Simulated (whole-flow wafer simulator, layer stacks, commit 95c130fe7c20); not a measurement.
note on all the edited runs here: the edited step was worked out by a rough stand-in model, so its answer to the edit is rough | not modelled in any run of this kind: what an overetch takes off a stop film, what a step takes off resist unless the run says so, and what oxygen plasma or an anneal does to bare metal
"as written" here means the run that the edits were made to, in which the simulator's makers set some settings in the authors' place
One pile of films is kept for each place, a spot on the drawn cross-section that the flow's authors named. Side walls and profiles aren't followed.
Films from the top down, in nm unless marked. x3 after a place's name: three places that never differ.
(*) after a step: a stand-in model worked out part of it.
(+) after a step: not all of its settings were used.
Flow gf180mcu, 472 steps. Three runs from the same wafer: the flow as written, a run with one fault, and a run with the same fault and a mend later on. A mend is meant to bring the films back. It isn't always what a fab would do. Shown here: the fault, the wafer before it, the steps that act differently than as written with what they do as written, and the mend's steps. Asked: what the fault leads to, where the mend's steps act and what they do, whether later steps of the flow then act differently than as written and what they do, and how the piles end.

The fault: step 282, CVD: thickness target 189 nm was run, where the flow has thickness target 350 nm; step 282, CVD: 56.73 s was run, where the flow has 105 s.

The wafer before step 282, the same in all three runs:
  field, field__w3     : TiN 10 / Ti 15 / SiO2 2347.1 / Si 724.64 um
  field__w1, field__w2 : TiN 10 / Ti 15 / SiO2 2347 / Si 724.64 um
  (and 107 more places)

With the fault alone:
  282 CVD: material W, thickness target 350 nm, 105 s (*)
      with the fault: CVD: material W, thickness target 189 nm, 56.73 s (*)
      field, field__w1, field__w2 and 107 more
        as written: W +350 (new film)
        with the fault: W +190.2 (new film)
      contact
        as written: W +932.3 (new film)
        with the fault: W +772.4 (new film)
  Later steps of the flow that act differently than as written:
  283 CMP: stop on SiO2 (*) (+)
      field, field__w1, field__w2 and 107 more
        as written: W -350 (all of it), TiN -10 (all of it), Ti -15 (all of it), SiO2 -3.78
        with the fault: W -190.2 (all of it), TiN -10 (all of it), Ti -15 (all of it), SiO2 -2.17
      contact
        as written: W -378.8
        with the fault: W -217.3
  At the end the piles differ from the flow's only slightly at the places that both follow, by at most 2% or 0.5 nm, whichever is larger.

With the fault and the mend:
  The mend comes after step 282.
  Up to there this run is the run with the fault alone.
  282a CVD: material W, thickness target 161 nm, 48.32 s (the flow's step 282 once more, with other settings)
      field, field__w1, field__w2 and 108 more
        W +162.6
  No later step of the flow acts differently than as written, at any place that is followed, by more than 2% or 0.5 nm, whichever is larger.
  At the end the piles differ from the flow's only slightly at the places that both follow, by at most 2% or 0.5 nm, whichever is larger.
